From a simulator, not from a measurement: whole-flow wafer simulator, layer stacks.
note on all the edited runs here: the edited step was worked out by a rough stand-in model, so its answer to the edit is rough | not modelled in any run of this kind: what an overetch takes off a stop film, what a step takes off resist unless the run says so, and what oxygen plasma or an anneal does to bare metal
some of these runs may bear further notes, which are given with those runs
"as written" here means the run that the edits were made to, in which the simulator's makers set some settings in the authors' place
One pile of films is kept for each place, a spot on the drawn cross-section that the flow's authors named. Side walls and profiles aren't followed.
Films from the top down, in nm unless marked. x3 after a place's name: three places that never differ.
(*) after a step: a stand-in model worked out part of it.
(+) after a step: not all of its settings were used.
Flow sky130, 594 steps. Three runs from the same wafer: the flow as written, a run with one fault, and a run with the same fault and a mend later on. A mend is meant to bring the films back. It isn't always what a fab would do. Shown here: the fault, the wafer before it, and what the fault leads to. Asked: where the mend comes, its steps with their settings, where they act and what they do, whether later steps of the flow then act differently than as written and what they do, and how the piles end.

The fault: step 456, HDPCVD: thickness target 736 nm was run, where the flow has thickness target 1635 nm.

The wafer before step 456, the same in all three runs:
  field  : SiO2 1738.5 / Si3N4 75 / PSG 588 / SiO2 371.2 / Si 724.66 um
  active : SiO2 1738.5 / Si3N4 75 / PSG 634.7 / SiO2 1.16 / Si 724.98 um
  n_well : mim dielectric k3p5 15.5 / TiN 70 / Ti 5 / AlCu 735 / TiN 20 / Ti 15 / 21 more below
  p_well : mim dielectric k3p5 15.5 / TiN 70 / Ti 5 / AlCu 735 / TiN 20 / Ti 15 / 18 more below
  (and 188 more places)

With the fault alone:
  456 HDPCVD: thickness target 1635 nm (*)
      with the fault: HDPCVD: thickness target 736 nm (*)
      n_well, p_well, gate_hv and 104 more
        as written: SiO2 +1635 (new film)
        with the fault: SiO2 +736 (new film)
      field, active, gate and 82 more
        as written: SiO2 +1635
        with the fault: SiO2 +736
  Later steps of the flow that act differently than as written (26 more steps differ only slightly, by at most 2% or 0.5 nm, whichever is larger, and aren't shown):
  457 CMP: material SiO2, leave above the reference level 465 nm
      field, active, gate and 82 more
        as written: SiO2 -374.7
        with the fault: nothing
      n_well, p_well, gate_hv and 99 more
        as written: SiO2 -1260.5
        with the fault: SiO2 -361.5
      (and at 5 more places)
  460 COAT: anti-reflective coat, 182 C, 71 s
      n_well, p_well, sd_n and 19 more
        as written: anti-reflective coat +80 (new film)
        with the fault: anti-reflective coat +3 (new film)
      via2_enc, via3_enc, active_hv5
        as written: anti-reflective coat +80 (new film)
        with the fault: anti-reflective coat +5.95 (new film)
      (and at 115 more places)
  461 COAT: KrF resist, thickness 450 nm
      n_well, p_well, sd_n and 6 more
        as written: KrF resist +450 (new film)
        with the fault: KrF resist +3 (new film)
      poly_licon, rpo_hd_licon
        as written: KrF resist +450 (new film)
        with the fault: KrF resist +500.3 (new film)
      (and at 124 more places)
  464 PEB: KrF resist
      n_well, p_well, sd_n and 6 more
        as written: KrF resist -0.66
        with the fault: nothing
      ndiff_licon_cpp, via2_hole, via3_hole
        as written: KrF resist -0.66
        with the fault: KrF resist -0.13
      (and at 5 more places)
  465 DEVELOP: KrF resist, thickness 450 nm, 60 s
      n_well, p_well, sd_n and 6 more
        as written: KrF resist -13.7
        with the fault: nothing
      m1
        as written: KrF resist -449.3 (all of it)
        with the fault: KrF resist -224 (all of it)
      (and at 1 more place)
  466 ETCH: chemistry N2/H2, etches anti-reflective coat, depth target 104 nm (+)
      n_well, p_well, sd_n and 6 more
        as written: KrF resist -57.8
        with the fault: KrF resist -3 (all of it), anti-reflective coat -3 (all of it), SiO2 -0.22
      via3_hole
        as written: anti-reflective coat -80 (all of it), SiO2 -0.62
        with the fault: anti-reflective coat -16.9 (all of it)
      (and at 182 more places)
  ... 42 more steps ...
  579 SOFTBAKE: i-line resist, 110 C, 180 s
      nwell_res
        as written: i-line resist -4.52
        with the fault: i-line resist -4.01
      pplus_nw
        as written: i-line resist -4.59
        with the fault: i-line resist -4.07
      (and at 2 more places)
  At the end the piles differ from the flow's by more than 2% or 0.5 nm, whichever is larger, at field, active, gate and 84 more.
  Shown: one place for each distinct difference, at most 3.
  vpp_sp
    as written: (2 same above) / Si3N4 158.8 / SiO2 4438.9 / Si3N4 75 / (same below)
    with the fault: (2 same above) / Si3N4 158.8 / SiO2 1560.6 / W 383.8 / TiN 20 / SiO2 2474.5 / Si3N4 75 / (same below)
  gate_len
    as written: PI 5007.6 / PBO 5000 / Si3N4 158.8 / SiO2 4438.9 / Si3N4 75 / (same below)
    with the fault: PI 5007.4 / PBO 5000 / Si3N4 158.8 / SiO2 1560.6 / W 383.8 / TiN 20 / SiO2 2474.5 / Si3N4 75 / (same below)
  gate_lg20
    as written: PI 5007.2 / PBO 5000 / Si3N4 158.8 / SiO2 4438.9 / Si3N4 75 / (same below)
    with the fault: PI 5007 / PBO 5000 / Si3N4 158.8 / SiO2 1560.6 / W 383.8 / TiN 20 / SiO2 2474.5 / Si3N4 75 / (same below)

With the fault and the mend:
  The mend comes after step 456.
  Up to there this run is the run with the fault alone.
  456a HDPCVD: thickness target 899 nm (*) (the flow's step 456 once more, with other settings)
      field, active, n_well and 189 more
        SiO2 +899
  No later step of the flow acts differently than as written at any place that is followed.
  At the end the piles are the same as the flow's at every place that both follow.
